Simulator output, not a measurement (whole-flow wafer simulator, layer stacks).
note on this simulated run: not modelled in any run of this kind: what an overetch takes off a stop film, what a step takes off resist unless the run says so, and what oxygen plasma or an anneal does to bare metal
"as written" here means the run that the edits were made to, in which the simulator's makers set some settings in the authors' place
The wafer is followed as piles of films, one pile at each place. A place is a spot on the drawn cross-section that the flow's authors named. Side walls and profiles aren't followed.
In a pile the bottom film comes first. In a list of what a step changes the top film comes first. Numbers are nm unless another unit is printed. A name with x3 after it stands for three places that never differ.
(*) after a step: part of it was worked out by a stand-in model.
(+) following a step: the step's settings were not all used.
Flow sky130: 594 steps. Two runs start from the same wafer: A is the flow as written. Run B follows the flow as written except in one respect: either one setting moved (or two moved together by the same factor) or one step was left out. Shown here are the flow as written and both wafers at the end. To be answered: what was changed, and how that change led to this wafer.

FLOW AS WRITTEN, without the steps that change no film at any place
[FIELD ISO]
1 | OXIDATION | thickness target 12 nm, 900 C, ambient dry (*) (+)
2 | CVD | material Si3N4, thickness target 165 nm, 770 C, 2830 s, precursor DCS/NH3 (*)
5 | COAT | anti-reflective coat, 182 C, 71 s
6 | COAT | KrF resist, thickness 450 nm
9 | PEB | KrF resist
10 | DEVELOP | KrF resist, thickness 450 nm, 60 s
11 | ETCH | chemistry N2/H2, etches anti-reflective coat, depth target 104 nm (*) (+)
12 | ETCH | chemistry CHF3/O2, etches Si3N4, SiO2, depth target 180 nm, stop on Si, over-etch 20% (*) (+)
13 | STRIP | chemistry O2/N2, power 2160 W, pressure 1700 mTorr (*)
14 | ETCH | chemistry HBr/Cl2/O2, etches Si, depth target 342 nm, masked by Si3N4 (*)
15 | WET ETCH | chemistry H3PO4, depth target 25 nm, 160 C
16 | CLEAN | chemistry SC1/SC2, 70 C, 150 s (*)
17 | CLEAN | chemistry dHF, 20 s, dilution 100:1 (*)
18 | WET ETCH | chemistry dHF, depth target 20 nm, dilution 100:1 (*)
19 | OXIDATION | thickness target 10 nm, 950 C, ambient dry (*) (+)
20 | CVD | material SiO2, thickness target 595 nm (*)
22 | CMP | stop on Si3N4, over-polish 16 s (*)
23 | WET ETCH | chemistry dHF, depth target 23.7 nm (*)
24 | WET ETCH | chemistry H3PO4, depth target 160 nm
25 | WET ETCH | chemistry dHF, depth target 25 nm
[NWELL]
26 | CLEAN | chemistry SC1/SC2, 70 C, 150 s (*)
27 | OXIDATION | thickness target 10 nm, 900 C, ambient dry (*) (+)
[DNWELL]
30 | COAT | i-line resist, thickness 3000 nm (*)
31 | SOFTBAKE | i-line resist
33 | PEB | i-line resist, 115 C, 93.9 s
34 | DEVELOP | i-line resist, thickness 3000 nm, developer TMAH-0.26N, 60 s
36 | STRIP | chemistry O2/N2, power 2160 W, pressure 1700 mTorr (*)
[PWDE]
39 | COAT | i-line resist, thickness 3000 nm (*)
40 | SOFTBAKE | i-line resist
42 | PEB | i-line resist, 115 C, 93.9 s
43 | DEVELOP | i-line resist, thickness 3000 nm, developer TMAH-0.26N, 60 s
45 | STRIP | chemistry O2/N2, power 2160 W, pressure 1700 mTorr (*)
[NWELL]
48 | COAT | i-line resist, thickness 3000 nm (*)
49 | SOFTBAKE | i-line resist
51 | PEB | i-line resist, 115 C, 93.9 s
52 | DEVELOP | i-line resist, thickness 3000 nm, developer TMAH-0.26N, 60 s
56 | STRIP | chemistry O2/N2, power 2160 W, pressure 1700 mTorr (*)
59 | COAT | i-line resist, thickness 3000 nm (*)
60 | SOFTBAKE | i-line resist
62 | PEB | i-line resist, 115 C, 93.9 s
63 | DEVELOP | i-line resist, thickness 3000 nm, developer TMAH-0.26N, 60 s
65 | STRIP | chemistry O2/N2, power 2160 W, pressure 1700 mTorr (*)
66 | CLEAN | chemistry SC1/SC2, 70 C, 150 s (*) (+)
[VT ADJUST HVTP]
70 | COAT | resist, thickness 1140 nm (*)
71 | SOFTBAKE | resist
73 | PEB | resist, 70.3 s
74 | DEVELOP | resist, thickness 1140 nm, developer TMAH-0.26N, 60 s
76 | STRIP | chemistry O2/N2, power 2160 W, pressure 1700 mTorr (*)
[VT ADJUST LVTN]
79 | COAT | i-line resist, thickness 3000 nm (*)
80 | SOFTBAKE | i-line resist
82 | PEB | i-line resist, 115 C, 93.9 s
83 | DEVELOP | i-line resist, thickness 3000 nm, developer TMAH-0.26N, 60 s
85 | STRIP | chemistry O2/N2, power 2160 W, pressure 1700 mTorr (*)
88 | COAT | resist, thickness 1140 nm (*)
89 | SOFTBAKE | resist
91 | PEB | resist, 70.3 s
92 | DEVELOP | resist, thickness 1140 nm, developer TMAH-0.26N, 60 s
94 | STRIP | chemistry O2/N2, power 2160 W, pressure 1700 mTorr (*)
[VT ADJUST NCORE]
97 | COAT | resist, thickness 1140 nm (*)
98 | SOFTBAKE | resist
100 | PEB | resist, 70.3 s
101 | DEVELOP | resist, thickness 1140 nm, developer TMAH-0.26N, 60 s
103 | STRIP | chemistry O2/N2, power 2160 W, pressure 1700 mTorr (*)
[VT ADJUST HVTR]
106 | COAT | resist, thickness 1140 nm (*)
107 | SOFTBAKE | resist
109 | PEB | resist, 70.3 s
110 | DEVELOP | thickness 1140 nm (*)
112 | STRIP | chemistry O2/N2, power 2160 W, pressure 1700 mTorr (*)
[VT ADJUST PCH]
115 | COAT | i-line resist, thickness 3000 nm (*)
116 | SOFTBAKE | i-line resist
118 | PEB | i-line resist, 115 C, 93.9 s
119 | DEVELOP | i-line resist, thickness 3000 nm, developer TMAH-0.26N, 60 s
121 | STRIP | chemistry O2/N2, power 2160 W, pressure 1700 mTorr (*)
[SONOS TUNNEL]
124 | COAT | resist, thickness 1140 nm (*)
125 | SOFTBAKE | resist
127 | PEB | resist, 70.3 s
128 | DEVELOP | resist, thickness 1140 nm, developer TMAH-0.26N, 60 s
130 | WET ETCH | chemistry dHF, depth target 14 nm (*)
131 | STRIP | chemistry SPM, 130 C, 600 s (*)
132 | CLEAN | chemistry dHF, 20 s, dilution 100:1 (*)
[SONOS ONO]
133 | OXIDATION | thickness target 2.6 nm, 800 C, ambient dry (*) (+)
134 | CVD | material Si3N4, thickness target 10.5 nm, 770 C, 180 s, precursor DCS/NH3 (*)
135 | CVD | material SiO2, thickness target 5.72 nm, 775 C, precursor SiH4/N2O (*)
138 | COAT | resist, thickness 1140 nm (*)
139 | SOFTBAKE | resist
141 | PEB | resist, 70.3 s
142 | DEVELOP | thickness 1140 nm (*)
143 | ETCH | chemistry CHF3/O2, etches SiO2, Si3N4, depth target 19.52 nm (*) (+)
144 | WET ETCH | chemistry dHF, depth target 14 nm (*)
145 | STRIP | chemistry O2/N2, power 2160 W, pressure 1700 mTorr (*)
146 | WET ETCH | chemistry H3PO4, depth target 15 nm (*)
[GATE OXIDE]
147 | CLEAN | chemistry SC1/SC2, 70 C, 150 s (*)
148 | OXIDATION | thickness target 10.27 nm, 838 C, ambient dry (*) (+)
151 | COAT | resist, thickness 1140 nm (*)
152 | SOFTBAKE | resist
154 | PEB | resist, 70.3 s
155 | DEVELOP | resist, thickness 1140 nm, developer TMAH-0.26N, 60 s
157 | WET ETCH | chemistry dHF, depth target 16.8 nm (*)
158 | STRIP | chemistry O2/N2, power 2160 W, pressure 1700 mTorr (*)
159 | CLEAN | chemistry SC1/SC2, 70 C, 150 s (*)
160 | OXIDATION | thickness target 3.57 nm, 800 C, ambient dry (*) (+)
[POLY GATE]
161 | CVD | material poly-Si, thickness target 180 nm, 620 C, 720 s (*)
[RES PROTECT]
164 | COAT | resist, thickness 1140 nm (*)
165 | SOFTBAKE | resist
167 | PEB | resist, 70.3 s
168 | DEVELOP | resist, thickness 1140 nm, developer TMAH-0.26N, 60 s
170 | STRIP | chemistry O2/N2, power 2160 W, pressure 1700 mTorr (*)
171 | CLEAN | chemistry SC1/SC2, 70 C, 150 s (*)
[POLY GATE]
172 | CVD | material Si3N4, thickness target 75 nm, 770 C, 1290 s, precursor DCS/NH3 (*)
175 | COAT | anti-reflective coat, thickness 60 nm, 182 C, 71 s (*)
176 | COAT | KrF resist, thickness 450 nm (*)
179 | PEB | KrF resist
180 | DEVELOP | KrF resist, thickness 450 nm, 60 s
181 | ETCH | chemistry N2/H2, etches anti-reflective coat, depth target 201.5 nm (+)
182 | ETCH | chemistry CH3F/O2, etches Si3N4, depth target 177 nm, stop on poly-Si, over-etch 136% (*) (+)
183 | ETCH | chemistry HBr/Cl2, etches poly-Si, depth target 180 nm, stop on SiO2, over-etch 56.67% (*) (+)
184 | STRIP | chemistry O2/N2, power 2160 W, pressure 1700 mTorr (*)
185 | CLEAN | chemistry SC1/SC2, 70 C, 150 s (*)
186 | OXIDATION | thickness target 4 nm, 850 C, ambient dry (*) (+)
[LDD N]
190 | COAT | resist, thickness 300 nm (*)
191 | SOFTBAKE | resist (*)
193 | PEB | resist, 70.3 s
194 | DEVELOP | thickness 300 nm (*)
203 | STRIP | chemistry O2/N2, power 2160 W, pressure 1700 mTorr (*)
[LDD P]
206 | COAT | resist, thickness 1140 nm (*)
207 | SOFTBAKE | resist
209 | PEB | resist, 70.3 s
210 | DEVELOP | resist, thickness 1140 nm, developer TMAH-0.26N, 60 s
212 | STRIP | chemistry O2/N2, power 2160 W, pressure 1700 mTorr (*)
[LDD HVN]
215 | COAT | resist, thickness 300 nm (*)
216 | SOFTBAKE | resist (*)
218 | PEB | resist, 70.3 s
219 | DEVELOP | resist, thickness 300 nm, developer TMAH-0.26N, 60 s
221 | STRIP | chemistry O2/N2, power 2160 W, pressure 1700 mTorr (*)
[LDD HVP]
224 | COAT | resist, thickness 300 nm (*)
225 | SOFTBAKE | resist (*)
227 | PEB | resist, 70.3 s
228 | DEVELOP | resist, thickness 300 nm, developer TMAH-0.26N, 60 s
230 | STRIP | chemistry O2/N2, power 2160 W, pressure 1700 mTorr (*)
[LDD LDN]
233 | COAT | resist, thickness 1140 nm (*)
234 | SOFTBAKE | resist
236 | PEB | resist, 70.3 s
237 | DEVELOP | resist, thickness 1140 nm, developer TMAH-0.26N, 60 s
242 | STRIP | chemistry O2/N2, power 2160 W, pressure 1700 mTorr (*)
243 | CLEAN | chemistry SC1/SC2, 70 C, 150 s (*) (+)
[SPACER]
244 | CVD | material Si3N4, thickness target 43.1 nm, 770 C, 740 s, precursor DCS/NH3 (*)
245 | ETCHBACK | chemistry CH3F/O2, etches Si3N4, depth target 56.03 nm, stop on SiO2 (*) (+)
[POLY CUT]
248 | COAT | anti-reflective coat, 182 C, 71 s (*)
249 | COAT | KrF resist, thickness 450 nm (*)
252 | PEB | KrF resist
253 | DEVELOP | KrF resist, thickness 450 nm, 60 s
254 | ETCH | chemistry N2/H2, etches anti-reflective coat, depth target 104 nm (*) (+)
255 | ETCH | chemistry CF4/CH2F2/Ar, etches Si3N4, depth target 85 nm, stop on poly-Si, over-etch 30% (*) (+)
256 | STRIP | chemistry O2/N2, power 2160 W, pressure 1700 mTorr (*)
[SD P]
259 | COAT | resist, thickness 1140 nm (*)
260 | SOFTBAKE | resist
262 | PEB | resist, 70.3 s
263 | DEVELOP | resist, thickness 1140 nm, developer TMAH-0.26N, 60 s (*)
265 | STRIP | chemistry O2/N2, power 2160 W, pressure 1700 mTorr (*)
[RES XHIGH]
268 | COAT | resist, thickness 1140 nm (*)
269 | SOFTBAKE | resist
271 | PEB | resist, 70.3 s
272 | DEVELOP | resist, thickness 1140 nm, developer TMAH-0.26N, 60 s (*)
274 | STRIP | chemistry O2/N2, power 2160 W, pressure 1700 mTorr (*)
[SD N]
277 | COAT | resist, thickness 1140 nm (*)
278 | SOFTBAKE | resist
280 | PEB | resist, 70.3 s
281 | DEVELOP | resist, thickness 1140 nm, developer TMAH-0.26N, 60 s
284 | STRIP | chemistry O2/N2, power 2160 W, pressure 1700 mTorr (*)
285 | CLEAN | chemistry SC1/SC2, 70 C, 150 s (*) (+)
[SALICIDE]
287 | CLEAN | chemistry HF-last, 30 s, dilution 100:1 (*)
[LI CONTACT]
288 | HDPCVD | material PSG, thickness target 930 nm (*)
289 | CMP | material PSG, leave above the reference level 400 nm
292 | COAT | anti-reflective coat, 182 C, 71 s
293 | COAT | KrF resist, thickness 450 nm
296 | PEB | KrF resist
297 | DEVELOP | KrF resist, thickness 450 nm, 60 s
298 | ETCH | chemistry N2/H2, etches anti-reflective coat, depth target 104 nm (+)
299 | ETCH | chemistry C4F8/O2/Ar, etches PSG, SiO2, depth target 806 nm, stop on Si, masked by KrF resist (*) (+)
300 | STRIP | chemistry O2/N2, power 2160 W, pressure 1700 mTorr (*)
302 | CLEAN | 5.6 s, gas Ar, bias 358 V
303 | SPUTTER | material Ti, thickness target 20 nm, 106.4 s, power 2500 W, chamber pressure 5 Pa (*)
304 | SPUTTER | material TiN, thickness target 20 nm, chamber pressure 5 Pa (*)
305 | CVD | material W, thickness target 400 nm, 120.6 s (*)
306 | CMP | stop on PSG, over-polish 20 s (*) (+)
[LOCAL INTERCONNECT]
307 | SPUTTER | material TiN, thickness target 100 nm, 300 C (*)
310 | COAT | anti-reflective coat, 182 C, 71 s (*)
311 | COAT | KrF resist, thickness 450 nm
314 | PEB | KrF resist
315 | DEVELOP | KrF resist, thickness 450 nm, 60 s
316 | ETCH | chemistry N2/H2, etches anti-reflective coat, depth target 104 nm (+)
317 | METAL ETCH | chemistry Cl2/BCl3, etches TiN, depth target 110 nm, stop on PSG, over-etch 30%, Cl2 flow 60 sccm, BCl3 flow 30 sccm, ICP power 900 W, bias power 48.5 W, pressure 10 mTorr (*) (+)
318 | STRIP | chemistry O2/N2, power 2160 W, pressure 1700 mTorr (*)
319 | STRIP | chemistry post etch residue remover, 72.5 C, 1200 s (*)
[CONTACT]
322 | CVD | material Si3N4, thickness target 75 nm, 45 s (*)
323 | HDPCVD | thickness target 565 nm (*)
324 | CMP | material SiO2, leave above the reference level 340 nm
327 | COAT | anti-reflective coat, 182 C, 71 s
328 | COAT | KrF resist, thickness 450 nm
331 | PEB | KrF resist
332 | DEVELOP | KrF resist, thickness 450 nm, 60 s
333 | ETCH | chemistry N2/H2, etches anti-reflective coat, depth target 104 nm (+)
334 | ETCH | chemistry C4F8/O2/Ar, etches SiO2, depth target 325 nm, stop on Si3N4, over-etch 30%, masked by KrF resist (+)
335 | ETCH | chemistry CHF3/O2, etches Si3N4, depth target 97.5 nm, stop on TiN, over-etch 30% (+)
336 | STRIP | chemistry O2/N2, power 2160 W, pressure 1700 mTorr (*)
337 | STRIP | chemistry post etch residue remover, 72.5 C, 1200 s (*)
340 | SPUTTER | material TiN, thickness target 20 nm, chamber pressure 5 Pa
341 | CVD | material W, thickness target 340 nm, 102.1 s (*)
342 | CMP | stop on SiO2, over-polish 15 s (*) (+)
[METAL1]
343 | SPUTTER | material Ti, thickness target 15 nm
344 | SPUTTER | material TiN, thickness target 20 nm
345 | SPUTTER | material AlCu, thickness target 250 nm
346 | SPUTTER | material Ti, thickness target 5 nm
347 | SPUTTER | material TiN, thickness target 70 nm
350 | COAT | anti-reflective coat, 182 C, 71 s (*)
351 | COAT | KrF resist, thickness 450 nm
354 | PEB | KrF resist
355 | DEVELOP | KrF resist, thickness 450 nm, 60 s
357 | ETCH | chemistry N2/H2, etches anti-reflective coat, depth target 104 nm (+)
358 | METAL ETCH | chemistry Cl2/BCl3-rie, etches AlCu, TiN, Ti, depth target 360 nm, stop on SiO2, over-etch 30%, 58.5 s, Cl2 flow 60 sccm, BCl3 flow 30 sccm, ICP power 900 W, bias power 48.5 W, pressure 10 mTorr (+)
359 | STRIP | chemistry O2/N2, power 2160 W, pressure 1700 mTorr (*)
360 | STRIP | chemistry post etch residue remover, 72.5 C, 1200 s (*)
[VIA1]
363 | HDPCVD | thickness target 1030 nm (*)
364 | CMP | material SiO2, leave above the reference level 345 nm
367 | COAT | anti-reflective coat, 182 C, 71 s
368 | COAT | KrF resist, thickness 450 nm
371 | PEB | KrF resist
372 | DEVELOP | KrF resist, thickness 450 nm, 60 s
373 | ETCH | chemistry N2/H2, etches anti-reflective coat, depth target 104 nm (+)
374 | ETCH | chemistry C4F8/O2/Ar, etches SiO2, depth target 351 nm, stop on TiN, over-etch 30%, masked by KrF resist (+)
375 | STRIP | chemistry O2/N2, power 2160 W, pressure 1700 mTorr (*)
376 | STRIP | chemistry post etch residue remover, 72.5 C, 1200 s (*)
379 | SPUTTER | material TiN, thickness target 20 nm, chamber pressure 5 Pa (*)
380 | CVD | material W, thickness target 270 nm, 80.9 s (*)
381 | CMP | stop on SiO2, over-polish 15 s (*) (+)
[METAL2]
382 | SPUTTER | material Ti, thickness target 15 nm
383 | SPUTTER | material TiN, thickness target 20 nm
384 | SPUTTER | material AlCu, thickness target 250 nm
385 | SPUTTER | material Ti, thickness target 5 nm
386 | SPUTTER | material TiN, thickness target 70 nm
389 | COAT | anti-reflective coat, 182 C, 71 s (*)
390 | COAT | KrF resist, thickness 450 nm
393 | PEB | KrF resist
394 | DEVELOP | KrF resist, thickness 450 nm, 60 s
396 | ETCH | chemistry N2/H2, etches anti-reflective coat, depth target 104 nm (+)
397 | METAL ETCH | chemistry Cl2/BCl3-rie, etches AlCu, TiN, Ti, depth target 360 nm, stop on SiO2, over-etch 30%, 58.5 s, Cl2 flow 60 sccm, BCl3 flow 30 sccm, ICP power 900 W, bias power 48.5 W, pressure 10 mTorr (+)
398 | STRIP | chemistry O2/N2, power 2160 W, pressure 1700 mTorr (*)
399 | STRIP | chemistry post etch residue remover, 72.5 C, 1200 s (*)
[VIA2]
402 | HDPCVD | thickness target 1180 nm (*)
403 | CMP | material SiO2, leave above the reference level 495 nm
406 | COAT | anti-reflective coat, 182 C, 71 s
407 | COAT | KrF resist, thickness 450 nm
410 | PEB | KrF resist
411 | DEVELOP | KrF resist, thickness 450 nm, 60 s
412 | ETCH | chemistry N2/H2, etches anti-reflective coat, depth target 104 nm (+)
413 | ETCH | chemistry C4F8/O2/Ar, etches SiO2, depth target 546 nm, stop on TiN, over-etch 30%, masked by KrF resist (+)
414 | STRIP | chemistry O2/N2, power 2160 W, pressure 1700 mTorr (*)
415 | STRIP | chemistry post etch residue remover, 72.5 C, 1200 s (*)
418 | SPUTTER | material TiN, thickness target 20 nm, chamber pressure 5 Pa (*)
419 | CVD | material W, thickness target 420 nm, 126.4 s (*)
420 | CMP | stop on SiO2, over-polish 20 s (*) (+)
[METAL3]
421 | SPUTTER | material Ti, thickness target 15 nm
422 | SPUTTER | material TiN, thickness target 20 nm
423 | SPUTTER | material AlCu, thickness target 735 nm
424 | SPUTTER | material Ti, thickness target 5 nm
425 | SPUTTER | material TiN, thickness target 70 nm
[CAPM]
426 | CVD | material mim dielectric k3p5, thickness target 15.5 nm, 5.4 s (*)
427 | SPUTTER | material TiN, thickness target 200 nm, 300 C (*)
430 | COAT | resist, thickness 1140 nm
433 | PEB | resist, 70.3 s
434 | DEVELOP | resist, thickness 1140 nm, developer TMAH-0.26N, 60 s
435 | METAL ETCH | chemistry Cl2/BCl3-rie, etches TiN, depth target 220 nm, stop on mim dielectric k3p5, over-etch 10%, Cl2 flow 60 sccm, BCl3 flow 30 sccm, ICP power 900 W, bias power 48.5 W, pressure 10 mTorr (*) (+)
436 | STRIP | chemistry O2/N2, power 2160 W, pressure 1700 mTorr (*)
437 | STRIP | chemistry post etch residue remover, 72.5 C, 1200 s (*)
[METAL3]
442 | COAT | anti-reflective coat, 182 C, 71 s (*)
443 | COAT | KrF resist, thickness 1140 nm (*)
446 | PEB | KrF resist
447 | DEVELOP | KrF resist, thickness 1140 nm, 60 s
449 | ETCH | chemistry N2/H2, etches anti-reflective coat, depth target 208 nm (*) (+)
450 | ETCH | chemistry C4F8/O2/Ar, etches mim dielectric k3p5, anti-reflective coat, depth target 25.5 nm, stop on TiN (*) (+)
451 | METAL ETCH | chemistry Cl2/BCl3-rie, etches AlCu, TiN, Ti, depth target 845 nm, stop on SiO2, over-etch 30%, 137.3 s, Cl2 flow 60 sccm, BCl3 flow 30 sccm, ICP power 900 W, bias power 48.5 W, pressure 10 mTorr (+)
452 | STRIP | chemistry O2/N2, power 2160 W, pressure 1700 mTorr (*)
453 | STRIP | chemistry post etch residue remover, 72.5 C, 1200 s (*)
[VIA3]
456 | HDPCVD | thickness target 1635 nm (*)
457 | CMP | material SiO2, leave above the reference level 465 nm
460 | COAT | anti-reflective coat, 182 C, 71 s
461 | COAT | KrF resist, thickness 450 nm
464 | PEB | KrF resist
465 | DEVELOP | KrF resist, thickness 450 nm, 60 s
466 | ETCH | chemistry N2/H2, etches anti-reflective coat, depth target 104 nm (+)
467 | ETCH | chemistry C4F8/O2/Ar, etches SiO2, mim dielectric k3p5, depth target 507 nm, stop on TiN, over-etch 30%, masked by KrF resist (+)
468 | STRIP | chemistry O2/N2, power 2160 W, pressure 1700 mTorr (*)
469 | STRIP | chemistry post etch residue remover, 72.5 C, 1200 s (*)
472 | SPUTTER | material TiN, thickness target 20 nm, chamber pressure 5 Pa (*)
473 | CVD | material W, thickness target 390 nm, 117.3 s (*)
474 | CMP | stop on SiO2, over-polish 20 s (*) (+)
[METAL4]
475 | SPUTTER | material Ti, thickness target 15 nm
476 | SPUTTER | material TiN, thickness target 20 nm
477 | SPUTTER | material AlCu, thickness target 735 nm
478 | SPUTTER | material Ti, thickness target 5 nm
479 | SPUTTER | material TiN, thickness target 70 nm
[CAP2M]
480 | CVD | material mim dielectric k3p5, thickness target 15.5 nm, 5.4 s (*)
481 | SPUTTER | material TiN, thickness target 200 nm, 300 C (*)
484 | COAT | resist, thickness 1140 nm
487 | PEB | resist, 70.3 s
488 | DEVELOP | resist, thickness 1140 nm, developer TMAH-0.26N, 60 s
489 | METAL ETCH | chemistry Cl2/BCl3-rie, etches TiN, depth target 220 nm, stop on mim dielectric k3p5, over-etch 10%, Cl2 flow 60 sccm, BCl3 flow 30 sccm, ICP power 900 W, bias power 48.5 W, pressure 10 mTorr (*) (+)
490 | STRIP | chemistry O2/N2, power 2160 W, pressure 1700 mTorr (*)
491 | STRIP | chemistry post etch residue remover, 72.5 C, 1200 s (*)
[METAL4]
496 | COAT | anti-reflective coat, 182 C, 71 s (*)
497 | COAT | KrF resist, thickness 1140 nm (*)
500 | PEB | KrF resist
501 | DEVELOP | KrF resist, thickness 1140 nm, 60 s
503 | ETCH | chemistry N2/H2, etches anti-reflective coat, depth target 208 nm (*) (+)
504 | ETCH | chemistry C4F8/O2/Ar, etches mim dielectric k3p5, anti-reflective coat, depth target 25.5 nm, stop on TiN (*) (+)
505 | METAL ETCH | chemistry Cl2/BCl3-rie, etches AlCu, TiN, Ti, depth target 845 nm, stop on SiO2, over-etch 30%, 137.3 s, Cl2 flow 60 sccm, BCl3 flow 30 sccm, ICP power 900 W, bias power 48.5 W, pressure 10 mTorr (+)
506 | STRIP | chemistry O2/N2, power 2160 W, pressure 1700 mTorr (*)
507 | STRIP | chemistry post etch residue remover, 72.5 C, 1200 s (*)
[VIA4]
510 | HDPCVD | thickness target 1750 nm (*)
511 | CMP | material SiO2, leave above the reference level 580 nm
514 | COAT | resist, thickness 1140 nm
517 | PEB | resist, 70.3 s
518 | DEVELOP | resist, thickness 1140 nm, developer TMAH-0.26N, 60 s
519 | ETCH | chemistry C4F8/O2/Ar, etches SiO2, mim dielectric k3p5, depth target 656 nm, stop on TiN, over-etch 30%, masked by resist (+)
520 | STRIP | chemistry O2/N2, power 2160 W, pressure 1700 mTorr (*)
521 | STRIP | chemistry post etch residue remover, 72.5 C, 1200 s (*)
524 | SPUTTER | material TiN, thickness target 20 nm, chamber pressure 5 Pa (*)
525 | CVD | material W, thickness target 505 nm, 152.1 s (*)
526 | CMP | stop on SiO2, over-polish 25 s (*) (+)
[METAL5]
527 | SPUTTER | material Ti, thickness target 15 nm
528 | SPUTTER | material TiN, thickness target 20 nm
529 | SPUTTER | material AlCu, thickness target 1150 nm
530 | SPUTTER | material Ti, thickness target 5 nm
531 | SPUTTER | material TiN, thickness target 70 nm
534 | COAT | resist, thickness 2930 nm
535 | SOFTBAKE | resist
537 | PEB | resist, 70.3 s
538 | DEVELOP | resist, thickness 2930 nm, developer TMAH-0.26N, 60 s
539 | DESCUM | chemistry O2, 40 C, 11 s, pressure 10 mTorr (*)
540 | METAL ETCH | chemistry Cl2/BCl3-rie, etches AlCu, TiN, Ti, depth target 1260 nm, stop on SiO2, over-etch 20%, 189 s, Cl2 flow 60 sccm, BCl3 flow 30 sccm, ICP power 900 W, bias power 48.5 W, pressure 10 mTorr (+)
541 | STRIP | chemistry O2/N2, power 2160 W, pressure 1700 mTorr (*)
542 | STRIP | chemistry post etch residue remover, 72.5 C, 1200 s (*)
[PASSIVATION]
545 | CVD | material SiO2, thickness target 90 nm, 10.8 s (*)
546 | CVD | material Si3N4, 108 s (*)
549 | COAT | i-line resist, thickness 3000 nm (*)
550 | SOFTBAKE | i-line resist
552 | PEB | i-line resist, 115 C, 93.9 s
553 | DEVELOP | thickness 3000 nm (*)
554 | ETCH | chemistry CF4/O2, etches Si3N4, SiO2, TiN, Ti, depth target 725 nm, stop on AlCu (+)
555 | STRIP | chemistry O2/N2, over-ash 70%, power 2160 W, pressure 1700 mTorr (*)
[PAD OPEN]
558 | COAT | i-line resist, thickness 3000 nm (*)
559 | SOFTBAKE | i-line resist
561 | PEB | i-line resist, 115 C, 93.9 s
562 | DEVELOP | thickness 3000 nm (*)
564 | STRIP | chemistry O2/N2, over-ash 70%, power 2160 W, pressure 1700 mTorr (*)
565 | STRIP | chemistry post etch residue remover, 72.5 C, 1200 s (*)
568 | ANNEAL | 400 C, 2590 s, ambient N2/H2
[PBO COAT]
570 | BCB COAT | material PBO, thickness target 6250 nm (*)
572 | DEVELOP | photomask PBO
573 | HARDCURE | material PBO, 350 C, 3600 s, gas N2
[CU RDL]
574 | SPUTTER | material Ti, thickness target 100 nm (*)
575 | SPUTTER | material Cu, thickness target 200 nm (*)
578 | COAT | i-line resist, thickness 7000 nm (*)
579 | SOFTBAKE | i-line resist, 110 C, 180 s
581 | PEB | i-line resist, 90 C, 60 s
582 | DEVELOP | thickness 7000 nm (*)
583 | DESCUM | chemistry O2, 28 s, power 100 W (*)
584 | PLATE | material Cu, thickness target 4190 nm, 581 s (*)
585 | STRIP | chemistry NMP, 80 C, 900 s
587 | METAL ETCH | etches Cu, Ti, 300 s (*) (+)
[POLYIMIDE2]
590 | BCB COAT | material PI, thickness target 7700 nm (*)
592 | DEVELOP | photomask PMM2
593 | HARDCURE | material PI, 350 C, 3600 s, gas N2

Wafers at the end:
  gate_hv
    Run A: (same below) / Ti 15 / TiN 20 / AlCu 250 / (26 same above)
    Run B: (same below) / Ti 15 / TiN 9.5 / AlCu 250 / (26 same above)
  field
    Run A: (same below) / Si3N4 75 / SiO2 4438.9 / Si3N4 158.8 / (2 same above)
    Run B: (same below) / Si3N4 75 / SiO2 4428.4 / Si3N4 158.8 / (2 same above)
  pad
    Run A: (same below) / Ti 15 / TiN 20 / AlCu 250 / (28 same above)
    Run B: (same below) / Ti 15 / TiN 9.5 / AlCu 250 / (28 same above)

Cause: step 344, SPUTTER: thickness target 9.5 nm was run, whereas the flow has thickness target 20 nm.
One can read it off the wafer: gate_hv has TiN 9.5, and step 344 as written asks for 20 nm.

How this came from the change, step by step:
  344 | SPUTTER | material TiN, thickness target 20 nm
      field, active, n_well and 188 more: A +20 TiN (new film) | B +9.5 TiN (new film)
  358 | METAL ETCH | chemistry Cl2/BCl3-rie, etches AlCu, TiN, Ti, depth target 360 nm, stop on SiO2, over-etch 30%, 58.5 s, Cl2 flow 60 sccm, BCl3 flow 30 sccm, ICP power 900 W, bias power 48.5 W, pressure 10 mTorr (+)
      field, active, gate and 81 more: A -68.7 TiN (all of it), -5 Ti (all of it), -250 AlCu (all of it), -20 TiN (all of it), -15 Ti (all of it), -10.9 SiO2 | B -68.7 TiN (all of it), -5 Ti (all of it), -250 AlCu (all of it), -9.5 TiN (all of it), -15 Ti (all of it), -12 SiO2
  364 | CMP | material SiO2, leave above the reference level 345 nm
      field, active, gate and 81 more: A -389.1 SiO2 | B -398.5 SiO2
